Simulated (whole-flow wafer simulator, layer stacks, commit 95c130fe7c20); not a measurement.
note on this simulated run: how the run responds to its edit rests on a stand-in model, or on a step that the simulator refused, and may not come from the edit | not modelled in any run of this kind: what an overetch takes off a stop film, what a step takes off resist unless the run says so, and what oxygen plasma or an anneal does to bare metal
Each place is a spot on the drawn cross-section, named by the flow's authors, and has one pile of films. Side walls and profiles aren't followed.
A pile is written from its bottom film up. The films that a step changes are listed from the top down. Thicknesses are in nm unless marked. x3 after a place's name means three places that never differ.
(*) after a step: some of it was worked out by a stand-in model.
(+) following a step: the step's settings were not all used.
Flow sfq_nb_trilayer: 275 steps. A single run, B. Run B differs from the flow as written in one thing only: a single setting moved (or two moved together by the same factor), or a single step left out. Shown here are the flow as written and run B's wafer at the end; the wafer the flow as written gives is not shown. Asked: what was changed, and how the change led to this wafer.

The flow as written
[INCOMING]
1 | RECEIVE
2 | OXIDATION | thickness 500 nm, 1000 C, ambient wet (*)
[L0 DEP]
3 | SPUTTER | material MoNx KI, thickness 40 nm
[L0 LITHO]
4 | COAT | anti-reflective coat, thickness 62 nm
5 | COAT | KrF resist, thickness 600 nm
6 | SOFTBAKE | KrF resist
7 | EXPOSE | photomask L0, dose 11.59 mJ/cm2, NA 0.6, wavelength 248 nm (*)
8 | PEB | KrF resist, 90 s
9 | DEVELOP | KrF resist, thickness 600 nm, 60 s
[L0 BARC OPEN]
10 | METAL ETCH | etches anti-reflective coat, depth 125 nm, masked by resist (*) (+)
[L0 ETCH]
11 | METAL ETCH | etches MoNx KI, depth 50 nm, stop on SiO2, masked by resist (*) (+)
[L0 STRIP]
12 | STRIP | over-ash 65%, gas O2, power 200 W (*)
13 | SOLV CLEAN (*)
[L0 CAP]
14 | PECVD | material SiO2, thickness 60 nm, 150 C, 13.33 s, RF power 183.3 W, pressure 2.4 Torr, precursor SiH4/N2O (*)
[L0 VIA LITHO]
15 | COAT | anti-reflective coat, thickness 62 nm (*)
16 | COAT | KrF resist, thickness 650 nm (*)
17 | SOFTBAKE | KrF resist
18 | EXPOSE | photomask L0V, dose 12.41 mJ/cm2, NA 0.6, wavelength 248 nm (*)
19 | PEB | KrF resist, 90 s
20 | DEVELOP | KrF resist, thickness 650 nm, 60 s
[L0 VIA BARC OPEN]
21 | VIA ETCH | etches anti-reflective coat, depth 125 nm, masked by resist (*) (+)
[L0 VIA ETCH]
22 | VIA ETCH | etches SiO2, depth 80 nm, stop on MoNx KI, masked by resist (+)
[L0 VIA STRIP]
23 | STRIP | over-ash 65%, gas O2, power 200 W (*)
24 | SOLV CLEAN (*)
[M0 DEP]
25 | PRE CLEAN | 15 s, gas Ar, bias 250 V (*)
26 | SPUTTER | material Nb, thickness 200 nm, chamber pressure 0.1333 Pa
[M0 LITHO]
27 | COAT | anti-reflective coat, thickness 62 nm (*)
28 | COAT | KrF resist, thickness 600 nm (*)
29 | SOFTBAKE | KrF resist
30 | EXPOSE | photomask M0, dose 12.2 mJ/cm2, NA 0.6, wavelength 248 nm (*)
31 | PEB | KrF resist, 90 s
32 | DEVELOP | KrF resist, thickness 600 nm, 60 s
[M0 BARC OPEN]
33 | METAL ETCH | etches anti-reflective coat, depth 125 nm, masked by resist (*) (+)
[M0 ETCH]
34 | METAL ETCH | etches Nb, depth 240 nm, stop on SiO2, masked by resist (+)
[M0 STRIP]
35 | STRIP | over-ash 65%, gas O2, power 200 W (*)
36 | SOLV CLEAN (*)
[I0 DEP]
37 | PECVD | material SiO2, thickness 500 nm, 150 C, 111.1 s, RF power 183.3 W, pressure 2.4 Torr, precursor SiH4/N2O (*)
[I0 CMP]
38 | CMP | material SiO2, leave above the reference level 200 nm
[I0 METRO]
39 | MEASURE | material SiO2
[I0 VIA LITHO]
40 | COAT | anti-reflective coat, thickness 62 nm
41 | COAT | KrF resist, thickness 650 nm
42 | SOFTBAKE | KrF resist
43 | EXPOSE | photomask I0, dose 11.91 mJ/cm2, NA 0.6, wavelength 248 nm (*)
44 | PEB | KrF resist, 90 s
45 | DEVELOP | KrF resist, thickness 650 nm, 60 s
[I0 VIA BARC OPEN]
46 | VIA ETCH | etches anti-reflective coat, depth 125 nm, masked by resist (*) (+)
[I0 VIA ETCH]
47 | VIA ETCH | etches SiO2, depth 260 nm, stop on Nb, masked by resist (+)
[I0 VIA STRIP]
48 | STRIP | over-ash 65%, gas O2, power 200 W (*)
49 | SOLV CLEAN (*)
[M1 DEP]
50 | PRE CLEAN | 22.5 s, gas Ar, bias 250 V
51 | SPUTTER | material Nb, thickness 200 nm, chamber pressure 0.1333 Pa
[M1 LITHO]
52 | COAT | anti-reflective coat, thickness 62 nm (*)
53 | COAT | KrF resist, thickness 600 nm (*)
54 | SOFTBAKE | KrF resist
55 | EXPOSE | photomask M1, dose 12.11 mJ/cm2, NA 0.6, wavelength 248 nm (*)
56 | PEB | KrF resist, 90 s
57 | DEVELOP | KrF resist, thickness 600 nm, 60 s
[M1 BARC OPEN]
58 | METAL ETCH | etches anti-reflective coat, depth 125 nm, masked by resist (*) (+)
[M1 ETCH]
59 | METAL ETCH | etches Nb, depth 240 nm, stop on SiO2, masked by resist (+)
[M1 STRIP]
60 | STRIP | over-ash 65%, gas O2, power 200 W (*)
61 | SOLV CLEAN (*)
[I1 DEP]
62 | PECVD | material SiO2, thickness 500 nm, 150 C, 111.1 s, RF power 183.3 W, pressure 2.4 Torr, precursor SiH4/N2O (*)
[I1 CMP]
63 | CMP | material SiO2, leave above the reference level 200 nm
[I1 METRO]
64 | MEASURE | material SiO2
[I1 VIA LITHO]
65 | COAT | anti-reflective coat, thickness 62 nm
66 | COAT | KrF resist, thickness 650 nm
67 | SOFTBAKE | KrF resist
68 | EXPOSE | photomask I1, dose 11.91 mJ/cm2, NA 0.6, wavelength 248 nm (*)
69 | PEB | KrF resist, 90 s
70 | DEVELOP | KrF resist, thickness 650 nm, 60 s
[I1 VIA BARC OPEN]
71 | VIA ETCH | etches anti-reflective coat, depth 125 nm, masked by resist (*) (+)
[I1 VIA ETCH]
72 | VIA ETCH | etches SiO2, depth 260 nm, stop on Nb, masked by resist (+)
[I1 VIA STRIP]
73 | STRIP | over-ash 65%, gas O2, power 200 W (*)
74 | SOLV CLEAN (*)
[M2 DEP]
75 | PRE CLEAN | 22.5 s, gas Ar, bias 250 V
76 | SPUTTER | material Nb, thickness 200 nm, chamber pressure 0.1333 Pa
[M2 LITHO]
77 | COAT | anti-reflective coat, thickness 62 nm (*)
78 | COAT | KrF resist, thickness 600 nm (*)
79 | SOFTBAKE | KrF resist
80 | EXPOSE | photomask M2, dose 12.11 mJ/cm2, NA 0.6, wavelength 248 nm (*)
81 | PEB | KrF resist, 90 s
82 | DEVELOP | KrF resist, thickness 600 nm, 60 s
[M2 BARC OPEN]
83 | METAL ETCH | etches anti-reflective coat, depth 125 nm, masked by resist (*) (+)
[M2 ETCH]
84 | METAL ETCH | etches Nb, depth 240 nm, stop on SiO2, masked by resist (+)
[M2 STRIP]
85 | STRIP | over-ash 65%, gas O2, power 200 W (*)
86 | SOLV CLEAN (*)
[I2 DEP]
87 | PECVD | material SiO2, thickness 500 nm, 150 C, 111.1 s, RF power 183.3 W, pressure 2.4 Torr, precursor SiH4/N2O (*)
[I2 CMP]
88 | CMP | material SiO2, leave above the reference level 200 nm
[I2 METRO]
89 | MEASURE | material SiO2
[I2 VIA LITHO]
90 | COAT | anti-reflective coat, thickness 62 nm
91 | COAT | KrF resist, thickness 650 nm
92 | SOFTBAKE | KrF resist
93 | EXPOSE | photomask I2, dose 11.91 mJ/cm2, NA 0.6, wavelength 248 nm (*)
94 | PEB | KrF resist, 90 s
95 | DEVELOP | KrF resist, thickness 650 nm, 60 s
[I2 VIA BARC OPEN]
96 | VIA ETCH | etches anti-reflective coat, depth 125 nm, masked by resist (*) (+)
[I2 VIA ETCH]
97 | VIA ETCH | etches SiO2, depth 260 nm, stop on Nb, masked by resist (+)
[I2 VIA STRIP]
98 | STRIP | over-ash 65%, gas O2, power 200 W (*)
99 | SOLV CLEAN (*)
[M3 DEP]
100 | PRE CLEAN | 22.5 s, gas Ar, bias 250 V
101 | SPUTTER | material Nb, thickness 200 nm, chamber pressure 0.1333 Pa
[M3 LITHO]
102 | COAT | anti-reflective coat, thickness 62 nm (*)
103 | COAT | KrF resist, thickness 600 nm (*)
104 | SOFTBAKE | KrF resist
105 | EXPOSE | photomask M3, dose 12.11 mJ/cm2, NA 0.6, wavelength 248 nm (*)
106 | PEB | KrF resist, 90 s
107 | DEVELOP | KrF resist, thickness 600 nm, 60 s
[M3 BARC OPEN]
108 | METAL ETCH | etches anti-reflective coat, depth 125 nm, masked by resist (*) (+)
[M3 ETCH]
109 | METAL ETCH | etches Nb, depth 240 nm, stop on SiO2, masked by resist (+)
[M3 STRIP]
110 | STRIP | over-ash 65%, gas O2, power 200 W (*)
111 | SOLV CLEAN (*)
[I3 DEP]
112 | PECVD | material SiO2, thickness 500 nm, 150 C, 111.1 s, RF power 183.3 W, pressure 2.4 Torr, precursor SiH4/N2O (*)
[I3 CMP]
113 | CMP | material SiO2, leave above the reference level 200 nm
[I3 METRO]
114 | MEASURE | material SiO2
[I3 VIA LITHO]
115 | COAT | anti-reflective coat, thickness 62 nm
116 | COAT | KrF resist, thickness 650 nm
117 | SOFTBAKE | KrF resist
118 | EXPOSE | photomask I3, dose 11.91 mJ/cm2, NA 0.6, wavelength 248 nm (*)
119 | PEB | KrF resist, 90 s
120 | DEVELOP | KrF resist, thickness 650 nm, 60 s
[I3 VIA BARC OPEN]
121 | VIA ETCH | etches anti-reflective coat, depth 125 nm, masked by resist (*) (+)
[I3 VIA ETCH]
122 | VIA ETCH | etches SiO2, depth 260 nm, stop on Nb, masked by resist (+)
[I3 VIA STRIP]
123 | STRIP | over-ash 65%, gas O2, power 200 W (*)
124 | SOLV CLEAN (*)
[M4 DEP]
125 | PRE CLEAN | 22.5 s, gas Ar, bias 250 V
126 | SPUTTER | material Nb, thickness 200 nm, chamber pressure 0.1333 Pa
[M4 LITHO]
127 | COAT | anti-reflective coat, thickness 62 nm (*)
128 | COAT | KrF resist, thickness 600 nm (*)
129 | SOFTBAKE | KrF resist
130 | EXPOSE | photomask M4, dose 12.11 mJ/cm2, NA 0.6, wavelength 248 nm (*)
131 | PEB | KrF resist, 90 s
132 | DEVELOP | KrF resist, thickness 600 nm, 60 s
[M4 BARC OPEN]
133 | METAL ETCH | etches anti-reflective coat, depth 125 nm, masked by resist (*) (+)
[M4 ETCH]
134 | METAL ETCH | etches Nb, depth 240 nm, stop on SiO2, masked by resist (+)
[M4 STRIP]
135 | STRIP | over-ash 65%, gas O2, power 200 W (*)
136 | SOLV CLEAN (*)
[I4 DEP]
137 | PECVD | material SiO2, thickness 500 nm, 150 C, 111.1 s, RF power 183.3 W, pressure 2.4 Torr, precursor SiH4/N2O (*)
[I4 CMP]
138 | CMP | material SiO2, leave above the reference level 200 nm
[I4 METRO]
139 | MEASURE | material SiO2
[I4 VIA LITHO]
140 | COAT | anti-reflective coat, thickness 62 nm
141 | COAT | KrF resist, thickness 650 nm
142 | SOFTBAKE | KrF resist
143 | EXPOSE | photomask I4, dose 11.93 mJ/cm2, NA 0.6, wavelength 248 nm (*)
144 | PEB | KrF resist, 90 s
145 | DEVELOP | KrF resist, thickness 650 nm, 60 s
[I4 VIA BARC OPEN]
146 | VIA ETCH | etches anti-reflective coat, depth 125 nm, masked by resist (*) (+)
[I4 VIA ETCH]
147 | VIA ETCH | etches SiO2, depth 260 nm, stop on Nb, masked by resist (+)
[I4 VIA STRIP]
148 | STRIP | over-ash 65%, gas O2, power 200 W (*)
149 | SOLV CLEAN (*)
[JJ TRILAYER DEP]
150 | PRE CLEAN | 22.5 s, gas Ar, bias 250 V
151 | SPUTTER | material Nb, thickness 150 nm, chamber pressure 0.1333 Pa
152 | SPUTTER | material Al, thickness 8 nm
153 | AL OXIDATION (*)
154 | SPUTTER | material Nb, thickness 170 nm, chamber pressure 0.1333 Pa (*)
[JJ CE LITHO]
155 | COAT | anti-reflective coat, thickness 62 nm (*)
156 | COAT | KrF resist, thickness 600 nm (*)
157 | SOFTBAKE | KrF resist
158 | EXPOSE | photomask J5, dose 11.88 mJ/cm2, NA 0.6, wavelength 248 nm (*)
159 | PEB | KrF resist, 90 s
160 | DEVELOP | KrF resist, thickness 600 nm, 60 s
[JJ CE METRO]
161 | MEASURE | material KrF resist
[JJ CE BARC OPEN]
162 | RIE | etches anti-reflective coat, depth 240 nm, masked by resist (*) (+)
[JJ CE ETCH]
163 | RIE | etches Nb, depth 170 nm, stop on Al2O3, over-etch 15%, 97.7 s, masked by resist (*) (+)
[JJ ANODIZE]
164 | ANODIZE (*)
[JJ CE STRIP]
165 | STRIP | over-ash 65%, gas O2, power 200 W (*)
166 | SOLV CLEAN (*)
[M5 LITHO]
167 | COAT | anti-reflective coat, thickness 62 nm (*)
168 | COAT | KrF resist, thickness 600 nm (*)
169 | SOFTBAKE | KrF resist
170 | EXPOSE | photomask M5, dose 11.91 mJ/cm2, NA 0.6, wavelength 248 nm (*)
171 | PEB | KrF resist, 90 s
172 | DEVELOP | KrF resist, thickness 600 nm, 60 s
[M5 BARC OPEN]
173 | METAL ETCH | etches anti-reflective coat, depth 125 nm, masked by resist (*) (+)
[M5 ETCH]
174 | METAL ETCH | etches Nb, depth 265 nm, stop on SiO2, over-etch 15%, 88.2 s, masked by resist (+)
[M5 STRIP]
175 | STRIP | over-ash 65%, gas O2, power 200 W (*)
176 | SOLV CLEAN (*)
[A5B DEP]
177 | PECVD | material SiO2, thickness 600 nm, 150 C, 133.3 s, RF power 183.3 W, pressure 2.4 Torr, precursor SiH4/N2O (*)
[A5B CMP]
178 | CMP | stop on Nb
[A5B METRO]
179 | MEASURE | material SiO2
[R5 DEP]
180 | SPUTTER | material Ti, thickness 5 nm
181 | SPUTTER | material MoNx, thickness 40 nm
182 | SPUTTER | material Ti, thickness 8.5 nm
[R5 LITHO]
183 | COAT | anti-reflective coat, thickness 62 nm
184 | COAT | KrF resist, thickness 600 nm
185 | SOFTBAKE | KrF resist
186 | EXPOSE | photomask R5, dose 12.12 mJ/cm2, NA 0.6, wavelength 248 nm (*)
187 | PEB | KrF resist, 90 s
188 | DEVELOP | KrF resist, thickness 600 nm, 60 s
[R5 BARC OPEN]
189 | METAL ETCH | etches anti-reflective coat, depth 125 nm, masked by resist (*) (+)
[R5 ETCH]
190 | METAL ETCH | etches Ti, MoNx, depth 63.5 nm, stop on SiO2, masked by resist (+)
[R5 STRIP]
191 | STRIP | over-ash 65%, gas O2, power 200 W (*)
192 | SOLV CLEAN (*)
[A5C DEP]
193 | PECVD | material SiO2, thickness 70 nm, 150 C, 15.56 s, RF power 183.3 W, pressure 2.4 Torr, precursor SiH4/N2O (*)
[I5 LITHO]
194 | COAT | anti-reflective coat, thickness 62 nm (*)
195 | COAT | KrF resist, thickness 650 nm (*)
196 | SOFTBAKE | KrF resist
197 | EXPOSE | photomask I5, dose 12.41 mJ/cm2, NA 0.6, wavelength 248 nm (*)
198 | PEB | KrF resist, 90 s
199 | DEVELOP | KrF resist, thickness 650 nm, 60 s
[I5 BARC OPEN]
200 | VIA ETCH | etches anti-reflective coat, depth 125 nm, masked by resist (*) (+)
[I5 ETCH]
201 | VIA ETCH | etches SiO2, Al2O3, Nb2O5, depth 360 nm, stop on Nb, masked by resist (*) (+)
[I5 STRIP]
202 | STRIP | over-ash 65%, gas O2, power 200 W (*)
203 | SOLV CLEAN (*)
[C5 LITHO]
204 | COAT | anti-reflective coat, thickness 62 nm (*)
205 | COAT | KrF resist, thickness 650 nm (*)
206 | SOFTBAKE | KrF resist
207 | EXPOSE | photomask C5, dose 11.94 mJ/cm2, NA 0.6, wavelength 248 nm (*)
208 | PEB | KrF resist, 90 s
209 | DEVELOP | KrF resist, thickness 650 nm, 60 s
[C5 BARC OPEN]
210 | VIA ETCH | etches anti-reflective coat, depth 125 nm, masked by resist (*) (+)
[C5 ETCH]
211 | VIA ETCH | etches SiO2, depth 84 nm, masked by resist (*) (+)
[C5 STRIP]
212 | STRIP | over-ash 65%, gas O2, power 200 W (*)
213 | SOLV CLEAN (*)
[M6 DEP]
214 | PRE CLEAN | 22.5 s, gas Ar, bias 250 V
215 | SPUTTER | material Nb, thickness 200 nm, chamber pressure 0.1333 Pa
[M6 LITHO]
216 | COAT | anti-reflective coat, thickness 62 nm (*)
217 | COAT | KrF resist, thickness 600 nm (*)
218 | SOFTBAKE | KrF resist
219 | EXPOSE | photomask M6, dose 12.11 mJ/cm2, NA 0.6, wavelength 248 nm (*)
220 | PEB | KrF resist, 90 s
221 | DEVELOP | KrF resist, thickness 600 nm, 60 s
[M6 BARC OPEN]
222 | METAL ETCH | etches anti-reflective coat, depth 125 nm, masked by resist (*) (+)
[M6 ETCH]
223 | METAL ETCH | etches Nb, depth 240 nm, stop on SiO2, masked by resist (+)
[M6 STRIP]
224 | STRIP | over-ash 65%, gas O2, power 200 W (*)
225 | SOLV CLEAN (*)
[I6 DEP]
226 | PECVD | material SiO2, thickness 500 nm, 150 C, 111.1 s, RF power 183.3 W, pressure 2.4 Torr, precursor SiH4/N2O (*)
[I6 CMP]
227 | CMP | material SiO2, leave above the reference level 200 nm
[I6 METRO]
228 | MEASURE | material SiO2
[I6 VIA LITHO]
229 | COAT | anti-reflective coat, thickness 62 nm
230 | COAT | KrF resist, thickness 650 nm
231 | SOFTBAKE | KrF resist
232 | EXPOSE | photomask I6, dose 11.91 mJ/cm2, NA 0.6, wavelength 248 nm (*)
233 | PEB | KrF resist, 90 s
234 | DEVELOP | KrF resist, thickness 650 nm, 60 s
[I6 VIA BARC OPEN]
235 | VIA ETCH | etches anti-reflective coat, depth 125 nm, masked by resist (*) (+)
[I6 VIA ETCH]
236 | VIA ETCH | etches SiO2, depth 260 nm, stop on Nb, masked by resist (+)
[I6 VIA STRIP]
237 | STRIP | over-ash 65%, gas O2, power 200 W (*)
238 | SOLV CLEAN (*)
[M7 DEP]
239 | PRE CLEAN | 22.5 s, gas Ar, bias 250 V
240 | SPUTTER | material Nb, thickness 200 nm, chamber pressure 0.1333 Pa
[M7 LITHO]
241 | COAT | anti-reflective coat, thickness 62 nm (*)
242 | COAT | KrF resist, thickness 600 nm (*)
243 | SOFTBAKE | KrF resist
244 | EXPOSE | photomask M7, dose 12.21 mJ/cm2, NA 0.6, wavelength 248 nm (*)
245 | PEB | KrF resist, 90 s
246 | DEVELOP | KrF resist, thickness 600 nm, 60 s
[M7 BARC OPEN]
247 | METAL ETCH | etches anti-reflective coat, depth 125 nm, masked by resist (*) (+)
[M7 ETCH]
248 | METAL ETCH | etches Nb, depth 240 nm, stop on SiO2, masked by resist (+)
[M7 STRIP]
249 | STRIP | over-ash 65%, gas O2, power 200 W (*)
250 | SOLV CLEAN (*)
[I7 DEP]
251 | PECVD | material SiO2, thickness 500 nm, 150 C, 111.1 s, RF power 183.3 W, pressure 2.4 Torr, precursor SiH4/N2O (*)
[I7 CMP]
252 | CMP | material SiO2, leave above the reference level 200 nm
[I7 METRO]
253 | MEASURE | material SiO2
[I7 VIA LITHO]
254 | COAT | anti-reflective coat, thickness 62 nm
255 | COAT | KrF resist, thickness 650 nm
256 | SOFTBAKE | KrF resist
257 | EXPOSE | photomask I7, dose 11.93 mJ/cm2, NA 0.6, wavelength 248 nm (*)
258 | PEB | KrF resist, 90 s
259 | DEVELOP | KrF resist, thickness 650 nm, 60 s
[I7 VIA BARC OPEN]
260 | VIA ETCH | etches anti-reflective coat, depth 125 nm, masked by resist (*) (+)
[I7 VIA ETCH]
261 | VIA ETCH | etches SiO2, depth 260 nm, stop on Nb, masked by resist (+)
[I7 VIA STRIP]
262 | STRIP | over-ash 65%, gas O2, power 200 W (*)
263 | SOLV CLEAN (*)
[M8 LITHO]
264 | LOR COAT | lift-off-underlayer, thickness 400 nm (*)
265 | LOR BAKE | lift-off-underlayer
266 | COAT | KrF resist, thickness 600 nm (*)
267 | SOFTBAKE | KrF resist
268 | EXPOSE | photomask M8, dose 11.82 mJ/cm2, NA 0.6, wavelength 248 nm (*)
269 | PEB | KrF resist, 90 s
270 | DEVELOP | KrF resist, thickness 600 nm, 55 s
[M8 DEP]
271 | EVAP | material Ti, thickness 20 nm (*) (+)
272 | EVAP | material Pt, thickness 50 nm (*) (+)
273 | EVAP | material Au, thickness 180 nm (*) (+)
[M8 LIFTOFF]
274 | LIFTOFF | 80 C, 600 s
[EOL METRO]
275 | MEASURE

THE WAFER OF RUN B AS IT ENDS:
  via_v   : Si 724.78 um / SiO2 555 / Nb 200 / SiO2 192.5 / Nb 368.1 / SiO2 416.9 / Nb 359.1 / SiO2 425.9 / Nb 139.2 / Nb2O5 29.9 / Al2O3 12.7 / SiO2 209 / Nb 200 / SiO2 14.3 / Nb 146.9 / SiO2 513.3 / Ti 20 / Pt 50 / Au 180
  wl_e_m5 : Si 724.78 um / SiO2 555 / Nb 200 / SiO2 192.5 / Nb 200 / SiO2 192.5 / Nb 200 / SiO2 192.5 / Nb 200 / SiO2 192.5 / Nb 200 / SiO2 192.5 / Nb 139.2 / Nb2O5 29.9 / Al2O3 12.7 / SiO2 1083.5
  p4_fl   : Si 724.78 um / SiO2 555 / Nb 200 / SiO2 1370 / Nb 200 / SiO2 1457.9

What caused this: step 227, CMP: leave above the reference level 282 nm was run, while the flow as written has leave above the reference level 200 nm.

Step by step, how the change led to this:
  227 | CMP | material SiO2, leave above the reference level 200 nm
      field_l, p4_fl, p4_fm and 59 more: -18 SiO2 (as written it would have been: -100 SiO2)
      v_sur, via_wl, via_w and 15 more: -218 SiO2 (as written it would have been: -300 SiO2)
      (and at 26 other places as well)
  236 | VIA ETCH | etches SiO2, depth 260 nm, stop on Nb, masked by resist (+)
      via_v: -260 SiO2 (as written it would have been: -199.8 SiO2 (all of it))
  239 | PRE CLEAN | 22.5 s, gas Ar, bias 250 V
      via_v: -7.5 SiO2 (as written it would have been: -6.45 Nb)
  240 | SPUTTER | material Nb, thickness 200 nm, chamber pressure 0.1333 Pa
      via_v: +146.9 Nb (new film) (as written it would have been: +161.1 Nb)
  241 | COAT | anti-reflective coat, thickness 62 nm (*)
      via_sp: +50 anti-reflective coat (new film) (as written it would have been: +53.1 anti-reflective coat (new film))
      via_v: +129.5 anti-reflective coat (new film) (as written it would have been: +126 anti-reflective coat (new film))
      (and at 1 other place as well)
  242 | COAT | KrF resist, thickness 600 nm (*)
      via_v: +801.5 KrF resist (new film) (as written it would have been: +742.5 KrF resist (new film))
  249 | STRIP | over-ash 65%, gas O2, power 200 W (*)
      via_sp: -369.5 KrF resist (all of it), -50 anti-reflective coat (all of it) (as written it would have been: -373.6 KrF resist (all of it), -53.1 anti-reflective coat (all of it))
      via_v: -583.4 KrF resist (all of it), -129.5 anti-reflective coat (all of it) (as written it would have been: -524.5 KrF resist (all of it), -126 anti-reflective coat (all of it))
      (and at 1 other place as well)
  251 | PECVD | material SiO2, thickness 500 nm, 150 C, 111.1 s, RF power 183.3 W, pressure 2.4 Torr, precursor SiH4/N2O (*)
      via_v: +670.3 SiO2 (new film) (as written it would have been: +621 SiO2 (new film))
  252 | CMP | material SiO2, leave above the reference level 200 nm
      via_v: -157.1 SiO2 (as written it would have been: -183.1 SiO2)
If metal films that touch count as one body, via_v has 7 bodies (between them, from the top down: SiO2 513.3; SiO2 14.3; SiO2 209 / Al2O3 12.7 / Nb2O5 29.9; SiO2 425.9; SiO2 416.9; SiO2 192.5); the flow as written gives 6 bodies (between them, from the top down: SiO2 437.8; SiO2 209 / Al2O3 12.7 / Nb2O5 29.9; SiO2 425.9; SiO2 416.9; SiO2 192.5).
